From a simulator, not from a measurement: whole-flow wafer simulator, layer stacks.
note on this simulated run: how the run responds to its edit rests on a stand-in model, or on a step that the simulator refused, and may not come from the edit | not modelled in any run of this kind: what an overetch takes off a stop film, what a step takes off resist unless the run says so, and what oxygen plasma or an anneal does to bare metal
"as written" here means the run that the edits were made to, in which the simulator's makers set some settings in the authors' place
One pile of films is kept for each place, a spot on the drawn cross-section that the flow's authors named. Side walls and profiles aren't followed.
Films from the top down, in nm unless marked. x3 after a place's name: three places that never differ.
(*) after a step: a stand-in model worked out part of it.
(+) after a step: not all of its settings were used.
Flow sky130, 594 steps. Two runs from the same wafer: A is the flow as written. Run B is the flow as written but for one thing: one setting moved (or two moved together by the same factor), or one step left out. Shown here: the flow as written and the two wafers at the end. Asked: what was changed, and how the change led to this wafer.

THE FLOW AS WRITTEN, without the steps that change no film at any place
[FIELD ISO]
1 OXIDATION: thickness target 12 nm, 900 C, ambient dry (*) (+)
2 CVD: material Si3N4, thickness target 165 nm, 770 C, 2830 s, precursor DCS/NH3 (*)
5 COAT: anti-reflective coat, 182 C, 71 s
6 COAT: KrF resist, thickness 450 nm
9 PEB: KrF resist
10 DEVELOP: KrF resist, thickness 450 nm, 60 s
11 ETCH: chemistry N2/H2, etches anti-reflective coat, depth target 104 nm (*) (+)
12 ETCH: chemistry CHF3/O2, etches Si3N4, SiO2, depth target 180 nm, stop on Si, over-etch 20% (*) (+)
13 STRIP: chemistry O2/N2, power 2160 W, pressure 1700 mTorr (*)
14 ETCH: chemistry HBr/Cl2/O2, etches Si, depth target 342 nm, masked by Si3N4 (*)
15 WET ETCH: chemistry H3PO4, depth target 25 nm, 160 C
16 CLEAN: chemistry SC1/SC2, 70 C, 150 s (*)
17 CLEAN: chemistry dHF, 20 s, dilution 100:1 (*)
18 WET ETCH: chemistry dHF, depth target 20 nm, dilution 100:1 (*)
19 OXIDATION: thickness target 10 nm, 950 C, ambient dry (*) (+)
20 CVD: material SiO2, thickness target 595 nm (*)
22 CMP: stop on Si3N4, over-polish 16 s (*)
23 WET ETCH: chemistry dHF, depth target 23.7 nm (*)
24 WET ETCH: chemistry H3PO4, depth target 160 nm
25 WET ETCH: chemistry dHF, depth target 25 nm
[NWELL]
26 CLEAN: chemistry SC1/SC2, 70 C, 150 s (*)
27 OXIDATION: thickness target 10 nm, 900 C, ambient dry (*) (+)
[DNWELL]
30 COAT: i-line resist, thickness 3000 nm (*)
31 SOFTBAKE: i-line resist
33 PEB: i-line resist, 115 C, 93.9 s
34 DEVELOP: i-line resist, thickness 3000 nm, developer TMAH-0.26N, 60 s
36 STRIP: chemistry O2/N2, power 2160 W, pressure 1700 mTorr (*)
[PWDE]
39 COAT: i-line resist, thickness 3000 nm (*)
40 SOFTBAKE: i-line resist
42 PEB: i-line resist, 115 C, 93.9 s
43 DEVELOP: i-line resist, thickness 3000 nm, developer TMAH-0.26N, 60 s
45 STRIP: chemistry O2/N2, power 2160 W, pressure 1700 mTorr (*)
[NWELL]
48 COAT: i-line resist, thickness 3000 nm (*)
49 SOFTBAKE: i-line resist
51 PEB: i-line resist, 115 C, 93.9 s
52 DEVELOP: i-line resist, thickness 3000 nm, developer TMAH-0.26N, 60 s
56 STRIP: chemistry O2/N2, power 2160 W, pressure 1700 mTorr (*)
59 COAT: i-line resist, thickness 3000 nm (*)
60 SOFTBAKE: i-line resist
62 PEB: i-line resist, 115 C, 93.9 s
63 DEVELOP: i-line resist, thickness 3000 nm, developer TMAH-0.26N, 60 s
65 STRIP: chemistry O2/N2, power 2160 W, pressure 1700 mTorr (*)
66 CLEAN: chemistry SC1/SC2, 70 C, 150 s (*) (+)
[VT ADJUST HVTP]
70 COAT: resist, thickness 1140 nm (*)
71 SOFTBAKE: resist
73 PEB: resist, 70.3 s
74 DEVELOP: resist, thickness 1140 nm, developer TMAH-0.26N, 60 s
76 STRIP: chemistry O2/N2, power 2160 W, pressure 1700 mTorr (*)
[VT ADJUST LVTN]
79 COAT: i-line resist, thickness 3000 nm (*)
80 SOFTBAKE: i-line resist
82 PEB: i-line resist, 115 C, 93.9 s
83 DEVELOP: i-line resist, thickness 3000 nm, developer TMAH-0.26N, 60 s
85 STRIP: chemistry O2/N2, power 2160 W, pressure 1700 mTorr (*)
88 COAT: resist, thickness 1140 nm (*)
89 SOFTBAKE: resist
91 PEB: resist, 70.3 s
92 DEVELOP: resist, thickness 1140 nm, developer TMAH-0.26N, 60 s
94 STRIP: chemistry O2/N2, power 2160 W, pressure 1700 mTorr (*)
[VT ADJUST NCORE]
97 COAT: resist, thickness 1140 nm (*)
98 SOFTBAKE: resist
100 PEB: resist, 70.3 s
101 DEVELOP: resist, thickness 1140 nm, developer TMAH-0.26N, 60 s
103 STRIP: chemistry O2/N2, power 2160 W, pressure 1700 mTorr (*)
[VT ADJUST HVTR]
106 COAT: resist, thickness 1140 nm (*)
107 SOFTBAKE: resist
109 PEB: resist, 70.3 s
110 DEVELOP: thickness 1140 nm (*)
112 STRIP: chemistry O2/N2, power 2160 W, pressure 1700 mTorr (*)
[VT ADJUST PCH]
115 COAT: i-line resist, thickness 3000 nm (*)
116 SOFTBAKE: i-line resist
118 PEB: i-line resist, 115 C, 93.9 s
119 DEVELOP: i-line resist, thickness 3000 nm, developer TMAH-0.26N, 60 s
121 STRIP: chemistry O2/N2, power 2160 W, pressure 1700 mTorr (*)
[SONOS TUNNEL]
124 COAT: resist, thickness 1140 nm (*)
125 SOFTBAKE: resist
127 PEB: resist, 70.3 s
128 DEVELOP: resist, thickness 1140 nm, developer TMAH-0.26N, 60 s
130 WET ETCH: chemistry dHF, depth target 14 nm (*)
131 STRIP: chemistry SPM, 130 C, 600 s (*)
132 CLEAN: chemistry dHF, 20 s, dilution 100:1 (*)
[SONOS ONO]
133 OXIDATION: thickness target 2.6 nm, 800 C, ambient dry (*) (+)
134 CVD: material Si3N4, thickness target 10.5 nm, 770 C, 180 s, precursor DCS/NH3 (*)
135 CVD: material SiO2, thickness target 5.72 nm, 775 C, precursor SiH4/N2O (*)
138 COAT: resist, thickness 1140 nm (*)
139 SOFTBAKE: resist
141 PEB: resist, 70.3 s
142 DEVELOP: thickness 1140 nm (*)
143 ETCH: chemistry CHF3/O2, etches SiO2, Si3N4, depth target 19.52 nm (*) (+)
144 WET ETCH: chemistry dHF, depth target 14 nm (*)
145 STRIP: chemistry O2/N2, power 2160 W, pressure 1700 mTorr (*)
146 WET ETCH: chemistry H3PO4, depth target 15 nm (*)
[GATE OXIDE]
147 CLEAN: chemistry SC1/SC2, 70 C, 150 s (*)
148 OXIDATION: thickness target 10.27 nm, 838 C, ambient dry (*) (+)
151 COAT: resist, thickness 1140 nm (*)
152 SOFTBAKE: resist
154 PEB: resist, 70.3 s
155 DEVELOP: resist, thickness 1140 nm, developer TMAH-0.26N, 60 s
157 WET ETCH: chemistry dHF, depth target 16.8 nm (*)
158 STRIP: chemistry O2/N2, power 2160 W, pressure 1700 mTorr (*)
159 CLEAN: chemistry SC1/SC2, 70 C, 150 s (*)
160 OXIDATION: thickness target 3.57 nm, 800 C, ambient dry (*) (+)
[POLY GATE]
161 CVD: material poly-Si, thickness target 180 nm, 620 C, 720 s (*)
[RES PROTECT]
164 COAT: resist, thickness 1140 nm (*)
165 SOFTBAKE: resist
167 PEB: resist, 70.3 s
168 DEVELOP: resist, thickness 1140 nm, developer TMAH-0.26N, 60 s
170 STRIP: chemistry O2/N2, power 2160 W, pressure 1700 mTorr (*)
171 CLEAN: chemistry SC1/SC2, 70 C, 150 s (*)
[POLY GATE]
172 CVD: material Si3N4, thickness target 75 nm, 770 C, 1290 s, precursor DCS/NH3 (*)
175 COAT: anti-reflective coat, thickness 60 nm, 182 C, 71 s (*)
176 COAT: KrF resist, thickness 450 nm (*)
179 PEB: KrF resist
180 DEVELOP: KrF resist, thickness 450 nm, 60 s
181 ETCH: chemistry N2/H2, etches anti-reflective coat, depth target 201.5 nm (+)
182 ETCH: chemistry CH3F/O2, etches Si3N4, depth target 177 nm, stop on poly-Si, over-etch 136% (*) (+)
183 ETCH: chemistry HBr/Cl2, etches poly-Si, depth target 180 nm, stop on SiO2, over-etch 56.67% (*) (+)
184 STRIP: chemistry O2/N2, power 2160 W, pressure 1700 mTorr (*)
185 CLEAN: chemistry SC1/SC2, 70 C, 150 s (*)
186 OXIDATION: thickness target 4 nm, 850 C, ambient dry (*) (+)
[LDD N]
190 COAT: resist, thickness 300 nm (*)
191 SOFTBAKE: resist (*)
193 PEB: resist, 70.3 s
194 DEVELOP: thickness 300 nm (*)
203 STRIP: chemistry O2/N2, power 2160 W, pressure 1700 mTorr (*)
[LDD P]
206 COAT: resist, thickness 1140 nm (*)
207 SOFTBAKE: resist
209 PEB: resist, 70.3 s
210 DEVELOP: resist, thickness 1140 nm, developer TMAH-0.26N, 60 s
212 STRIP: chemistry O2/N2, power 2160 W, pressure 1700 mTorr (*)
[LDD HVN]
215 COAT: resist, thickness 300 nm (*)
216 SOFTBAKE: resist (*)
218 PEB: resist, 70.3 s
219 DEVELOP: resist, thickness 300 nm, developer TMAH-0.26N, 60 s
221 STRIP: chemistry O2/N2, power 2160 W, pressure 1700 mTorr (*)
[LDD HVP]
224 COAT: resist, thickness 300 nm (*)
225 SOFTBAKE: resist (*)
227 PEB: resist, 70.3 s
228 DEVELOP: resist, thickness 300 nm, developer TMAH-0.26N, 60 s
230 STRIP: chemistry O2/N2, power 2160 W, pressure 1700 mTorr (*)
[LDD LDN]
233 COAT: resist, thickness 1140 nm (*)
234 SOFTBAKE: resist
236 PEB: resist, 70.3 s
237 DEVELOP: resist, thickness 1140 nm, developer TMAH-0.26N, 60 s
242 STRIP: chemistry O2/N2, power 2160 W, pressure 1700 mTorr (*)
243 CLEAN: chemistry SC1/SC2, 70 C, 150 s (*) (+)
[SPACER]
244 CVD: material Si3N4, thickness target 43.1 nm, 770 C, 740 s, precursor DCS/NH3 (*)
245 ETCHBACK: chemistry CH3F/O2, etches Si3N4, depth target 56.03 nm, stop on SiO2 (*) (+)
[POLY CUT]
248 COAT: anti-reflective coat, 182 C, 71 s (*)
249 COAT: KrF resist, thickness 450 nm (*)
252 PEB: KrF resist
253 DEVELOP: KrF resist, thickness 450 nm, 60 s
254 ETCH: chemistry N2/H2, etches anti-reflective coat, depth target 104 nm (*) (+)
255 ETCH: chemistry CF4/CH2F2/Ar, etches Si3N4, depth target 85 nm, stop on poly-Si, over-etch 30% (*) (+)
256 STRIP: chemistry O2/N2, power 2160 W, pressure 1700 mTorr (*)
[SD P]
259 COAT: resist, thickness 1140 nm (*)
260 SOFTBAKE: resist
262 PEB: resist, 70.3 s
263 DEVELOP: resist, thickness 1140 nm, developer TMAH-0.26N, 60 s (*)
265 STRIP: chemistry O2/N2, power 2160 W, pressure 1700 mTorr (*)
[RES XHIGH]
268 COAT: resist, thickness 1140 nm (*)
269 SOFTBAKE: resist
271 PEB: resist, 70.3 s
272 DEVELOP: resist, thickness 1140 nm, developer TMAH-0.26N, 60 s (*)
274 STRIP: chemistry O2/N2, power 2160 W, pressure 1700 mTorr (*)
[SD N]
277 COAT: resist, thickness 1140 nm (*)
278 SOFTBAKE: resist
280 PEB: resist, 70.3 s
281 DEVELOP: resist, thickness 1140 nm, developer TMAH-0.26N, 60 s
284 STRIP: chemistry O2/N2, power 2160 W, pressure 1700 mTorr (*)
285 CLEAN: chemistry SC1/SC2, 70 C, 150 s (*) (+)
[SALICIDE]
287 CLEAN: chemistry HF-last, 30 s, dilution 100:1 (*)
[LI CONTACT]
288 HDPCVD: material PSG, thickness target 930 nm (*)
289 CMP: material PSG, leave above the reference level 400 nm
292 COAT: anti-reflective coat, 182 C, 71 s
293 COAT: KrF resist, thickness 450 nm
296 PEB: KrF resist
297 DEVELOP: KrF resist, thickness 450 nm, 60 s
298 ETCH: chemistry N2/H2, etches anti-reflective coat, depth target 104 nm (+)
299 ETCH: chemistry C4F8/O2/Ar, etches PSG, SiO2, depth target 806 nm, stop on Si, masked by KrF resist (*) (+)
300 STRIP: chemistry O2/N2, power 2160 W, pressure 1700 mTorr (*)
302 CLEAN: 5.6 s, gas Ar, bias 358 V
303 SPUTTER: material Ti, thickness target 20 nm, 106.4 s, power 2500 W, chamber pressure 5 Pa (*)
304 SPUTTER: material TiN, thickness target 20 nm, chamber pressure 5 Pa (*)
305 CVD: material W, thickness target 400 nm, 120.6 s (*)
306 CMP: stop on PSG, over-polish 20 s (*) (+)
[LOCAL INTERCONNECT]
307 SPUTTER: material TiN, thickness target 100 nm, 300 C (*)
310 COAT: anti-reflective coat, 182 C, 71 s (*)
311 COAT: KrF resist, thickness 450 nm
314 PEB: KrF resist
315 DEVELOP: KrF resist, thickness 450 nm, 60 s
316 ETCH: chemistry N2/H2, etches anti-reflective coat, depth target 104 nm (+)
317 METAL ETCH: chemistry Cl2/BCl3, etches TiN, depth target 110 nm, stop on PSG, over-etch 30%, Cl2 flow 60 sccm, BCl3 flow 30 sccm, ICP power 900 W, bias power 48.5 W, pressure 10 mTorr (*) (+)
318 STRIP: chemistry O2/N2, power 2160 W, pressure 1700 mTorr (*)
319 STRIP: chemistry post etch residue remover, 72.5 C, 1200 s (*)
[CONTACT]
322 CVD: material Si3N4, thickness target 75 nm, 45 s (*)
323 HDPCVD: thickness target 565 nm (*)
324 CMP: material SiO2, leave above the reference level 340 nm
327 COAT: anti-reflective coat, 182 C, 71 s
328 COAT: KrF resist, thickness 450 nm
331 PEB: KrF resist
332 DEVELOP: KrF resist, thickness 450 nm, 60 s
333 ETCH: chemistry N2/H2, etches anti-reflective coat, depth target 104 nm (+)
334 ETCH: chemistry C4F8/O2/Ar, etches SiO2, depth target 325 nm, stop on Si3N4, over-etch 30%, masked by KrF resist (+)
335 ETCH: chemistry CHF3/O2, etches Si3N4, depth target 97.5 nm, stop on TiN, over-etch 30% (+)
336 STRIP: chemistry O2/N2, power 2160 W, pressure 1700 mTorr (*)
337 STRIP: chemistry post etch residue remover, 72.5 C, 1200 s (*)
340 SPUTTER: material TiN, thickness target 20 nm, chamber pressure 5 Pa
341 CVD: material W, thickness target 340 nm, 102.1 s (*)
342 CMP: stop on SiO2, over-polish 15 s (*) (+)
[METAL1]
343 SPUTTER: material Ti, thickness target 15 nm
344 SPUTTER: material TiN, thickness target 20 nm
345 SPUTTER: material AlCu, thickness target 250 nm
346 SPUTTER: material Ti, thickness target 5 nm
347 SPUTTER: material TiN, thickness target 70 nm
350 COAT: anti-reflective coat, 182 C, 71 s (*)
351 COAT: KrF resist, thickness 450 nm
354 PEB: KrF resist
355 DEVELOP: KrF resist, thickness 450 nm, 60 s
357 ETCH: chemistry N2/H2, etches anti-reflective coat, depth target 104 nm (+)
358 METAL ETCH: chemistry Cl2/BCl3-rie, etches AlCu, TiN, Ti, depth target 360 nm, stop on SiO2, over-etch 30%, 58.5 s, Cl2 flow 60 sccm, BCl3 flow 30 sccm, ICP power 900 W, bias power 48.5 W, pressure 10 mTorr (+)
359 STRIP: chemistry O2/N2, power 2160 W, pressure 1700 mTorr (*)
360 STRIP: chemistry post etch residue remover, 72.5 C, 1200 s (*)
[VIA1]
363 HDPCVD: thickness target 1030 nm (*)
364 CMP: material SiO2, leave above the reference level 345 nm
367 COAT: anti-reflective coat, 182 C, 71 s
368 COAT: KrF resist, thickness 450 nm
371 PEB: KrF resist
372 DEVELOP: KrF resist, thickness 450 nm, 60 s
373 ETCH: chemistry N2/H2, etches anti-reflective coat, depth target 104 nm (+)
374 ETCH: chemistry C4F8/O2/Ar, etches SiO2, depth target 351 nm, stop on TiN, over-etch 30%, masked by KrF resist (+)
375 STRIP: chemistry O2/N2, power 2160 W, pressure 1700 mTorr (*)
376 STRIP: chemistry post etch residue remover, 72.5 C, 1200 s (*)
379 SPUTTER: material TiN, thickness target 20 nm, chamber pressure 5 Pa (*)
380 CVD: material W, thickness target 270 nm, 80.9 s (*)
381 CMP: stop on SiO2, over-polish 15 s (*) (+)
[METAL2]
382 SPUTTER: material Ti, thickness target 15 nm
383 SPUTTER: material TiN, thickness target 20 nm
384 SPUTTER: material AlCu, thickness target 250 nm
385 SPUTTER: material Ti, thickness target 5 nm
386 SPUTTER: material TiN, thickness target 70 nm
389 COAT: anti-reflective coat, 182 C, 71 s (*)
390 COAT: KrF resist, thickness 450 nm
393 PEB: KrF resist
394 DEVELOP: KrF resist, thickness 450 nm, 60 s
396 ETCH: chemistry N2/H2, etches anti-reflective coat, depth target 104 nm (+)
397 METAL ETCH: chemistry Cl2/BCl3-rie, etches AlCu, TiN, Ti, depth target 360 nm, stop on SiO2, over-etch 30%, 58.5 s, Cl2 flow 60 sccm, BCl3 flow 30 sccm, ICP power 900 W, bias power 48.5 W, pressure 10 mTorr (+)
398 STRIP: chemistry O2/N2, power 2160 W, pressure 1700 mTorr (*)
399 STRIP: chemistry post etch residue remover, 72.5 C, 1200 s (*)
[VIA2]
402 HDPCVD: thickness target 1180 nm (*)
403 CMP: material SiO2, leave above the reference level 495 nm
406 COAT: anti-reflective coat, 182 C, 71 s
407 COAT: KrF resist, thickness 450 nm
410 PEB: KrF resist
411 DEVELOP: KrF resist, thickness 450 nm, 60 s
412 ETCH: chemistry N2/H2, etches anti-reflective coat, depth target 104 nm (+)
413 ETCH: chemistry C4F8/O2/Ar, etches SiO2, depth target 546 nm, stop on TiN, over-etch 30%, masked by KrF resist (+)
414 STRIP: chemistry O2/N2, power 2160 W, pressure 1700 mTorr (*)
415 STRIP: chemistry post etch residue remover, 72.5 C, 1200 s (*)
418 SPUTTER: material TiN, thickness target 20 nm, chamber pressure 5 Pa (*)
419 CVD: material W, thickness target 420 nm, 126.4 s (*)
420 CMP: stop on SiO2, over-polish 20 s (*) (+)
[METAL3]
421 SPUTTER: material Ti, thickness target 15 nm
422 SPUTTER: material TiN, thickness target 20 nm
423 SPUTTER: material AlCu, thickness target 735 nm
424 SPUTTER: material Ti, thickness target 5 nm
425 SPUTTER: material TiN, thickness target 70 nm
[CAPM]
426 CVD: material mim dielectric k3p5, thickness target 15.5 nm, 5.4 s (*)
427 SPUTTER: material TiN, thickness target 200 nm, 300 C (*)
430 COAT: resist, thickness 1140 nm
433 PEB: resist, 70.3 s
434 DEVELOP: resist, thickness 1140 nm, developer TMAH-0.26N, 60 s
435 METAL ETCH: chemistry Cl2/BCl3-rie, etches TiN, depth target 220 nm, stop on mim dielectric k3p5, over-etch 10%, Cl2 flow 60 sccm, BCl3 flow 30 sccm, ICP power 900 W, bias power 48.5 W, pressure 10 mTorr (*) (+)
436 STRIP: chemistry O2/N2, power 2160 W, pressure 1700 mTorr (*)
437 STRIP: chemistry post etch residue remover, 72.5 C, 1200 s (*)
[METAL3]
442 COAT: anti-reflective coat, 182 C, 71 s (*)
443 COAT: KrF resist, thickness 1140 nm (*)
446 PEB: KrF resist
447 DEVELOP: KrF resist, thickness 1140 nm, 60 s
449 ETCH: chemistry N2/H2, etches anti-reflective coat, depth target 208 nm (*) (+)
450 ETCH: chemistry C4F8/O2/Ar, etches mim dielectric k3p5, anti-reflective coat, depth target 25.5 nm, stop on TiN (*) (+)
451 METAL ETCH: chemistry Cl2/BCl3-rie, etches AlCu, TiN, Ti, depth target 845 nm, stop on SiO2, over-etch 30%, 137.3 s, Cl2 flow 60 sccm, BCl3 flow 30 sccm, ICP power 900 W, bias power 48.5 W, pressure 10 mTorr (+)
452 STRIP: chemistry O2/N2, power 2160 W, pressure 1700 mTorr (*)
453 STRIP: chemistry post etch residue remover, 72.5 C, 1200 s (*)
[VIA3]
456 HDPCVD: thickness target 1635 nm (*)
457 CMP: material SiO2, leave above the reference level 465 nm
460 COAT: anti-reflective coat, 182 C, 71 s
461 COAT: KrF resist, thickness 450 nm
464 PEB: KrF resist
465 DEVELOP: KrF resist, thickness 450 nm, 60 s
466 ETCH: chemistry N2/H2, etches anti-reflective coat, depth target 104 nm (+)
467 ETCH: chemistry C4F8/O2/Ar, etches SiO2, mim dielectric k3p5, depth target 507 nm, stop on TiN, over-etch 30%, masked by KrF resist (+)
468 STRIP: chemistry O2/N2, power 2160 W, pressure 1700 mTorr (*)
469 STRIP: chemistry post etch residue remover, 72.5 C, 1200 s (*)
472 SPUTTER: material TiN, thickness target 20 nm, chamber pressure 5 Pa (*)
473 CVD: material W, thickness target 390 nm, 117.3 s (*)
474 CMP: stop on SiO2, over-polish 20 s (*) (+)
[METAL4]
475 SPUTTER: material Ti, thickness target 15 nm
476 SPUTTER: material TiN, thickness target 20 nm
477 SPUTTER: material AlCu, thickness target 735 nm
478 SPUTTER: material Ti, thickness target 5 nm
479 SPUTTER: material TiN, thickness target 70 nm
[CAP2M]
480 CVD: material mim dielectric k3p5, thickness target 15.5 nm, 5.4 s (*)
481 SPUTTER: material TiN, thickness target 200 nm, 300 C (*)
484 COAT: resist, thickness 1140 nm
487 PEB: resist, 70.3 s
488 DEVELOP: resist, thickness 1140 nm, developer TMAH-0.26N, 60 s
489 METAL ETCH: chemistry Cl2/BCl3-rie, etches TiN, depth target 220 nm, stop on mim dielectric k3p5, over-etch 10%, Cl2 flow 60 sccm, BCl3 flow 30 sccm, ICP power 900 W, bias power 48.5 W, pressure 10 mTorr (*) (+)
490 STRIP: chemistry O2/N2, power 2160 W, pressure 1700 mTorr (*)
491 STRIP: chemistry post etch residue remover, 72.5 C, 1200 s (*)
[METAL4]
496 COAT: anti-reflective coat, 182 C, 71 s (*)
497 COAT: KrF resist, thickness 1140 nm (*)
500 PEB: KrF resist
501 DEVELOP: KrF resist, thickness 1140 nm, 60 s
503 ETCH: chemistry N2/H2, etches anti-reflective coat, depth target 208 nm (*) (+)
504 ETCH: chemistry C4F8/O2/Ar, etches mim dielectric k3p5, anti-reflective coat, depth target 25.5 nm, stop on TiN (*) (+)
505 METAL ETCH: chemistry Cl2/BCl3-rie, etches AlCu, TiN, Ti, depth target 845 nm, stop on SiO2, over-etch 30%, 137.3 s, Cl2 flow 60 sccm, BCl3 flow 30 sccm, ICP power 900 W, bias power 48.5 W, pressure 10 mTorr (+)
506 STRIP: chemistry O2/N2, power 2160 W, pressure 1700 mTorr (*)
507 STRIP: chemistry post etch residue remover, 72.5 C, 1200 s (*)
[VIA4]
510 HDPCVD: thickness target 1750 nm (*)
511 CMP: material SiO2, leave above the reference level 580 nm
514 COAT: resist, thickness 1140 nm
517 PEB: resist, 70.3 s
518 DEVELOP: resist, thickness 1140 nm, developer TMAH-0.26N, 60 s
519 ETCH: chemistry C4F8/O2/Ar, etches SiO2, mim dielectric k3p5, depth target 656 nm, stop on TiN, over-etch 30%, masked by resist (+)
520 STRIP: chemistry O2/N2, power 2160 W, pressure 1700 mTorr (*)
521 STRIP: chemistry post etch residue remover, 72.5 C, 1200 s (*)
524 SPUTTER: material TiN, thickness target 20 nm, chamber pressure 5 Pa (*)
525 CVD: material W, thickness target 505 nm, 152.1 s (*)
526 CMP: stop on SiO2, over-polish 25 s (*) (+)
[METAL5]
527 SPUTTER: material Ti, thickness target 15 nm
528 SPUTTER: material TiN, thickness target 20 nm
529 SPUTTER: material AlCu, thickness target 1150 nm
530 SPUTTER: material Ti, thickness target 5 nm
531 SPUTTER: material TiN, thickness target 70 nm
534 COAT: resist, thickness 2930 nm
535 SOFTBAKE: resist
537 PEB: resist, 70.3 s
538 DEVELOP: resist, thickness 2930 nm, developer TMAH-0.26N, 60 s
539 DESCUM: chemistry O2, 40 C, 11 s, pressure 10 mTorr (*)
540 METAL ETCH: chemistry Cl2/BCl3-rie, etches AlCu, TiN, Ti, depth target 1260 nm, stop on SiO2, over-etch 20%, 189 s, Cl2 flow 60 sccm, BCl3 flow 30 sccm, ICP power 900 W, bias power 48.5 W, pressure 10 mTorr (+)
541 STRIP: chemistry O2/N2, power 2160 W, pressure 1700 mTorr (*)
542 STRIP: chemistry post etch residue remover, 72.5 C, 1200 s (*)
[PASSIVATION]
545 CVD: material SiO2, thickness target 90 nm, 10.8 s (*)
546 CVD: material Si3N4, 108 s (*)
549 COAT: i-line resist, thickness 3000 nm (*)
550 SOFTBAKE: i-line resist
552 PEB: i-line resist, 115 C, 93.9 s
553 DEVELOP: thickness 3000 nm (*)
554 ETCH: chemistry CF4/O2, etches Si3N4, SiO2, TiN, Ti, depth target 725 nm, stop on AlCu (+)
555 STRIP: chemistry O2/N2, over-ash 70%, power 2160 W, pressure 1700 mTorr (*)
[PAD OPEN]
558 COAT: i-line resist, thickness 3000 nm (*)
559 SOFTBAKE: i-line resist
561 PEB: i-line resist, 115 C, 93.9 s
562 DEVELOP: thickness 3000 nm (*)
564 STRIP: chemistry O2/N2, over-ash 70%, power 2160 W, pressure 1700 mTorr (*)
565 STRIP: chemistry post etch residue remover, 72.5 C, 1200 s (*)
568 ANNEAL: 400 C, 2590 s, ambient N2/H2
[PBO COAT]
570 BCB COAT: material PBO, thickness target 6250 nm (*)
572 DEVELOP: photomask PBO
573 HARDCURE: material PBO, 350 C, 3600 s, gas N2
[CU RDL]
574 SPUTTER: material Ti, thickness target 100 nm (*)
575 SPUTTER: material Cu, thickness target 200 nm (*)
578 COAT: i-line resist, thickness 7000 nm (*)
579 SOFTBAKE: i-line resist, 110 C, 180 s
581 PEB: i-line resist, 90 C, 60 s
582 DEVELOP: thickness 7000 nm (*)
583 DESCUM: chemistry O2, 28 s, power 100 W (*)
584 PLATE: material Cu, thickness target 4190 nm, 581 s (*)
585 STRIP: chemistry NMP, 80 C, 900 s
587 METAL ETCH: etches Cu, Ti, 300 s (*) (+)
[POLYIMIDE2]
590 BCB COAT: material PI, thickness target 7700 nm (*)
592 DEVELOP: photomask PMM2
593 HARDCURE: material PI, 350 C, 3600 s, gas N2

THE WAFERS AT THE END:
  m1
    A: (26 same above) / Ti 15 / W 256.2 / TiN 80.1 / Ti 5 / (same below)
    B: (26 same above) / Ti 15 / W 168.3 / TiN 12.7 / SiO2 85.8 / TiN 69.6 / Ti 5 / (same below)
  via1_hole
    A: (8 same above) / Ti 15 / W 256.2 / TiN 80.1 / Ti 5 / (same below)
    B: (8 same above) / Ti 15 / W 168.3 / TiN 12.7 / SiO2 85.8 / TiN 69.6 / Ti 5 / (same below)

The cause: step 374, ETCH: depth target 184 nm was run, where the flow has depth target 351 nm.

How the change led to this, step by step:
  374 ETCH: chemistry C4F8/O2/Ar, etches SiO2, depth target 351 nm, stop on TiN, over-etch 30%, masked by KrF resist (+)
      m1, via1_hole: A SiO2 -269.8 (all of it) | B SiO2 -184
      field, active, n_well and 186 more: A KrF resist -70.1 | B KrF resist -36.8
  375 STRIP: chemistry O2/N2, power 2160 W, pressure 1700 mTorr (*)
      field, active, n_well and 186 more: A KrF resist -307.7 (all of it), anti-reflective coat -80 (all of it) | B KrF resist -341 (all of it), anti-reflective coat -80 (all of it)
  379 SPUTTER: material TiN, thickness target 20 nm, chamber pressure 5 Pa (*)
      m1: A TiN +11 | B TiN +12.7 (new film)
      via1_hole: A TiN +10.9 | B TiN +12.7 (new film)
  380 CVD: material W, thickness target 270 nm, 80.9 s (*)
      m1, via1_hole: A W +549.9 (new film) | B W +461.9 (new film)
Counting metal films that touch as one body, m1 has 3 bodies (between them, from the top down: SiO2 85.8; SiO2 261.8 / Si3N4 75); the flow as written gives 2 bodies (between them, from the top down: SiO2 261.8 / Si3N4 75).
Counting metal films that touch as one body, via1_hole has 2 bodies (between them, from the top down: SiO2 85.8); the flow as written gives 1 body.
